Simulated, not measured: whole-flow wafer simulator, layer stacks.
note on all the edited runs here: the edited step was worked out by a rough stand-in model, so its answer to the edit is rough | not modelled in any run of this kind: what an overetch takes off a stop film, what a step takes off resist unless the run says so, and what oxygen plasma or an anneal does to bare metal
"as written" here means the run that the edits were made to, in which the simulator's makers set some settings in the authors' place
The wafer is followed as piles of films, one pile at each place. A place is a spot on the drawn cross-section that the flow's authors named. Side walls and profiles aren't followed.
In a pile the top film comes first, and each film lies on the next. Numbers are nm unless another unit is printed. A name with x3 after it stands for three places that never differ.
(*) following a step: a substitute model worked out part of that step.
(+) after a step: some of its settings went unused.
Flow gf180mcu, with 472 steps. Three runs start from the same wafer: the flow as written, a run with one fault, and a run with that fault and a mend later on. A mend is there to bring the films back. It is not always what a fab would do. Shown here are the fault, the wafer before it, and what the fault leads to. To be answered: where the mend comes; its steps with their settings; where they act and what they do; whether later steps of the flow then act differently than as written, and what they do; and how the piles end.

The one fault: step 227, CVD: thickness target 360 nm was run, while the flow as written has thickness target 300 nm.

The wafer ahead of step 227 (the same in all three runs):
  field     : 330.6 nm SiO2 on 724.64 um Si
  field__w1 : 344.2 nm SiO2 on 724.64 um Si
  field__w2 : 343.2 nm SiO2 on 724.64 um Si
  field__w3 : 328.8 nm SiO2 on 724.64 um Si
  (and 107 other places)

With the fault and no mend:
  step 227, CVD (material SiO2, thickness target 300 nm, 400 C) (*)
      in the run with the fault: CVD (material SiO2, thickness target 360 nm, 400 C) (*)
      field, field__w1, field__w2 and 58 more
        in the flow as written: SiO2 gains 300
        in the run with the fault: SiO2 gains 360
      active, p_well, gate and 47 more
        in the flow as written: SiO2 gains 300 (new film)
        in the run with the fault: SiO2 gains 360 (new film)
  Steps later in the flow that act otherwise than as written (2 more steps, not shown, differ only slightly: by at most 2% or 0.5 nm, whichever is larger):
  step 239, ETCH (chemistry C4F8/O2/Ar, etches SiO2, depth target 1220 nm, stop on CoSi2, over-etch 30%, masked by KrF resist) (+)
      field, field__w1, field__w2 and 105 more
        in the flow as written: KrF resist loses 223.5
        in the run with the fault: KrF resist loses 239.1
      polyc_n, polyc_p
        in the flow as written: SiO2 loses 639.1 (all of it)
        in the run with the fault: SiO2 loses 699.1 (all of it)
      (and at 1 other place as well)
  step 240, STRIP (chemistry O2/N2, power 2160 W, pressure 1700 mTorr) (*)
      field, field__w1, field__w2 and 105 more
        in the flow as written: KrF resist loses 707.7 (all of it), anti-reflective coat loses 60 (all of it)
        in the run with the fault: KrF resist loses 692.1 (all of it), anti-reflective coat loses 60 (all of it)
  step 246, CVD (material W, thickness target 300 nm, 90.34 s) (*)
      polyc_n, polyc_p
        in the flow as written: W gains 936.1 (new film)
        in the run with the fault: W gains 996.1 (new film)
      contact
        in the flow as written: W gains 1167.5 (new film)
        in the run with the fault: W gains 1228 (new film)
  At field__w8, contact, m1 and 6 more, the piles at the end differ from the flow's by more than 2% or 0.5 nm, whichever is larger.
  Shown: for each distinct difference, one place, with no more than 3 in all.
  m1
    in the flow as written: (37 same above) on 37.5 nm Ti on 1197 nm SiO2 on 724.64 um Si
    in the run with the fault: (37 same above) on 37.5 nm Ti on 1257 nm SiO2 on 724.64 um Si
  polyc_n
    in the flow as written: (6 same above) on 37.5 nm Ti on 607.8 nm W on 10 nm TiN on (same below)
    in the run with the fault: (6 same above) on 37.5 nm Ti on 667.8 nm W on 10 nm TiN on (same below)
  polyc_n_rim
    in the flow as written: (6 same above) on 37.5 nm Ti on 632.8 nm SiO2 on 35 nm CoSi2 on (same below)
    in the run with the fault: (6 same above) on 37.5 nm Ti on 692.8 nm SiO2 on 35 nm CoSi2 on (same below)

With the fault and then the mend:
  The mend stands after step 238.
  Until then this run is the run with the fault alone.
  step 239, ETCH (chemistry C4F8/O2/Ar, etches SiO2, depth target 1280 nm, stop on CoSi2, over-etch 30%, masked by KrF resist) (+) (the flow's step 239, as written with depth target 1220 nm)
      field, field__w1, field__w2 and 105 more
        KrF resist loses 239.1
      polyc_n, polyc_p
        SiO2 loses 699.1 (all of it)
      contact
        SiO2 loses 919.5 (all of it)
  Steps later in the flow that act otherwise than as written (2 more steps, not shown, differ only slightly: by at most 2% or 0.5 nm, whichever is larger):
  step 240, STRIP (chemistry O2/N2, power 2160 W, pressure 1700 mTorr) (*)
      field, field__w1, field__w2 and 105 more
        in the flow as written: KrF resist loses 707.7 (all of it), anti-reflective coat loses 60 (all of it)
        in the run with the mend: KrF resist loses 692.1 (all of it), anti-reflective coat loses 60 (all of it)
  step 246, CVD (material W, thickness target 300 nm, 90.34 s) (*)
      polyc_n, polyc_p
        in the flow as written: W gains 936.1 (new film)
        in the run with the mend: W gains 996.1 (new film)
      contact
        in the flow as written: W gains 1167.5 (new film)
        in the run with the mend: W gains 1228 (new film)
  At field__w8, contact, m1 and 6 more, the piles at the end differ from the flow's by more than 2% or 0.5 nm, whichever is larger.
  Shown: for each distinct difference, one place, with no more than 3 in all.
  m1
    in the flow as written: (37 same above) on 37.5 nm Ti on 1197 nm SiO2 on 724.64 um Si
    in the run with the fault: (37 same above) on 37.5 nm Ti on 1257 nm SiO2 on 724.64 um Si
    in the run with the mend: (37 same above) on 37.5 nm Ti on 1257 nm SiO2 on 724.64 um Si
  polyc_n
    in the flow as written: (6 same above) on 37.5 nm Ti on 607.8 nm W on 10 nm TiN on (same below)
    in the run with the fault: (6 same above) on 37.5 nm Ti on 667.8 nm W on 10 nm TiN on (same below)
    in the run with the mend: (6 same above) on 37.5 nm Ti on 667.8 nm W on 10 nm TiN on (same below)
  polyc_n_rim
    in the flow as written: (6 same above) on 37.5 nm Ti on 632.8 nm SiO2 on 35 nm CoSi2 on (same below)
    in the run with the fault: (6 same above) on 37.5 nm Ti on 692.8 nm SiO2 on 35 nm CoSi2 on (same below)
    in the run with the mend: (6 same above) on 37.5 nm Ti on 692.8 nm SiO2 on 35 nm CoSi2 on (same below)
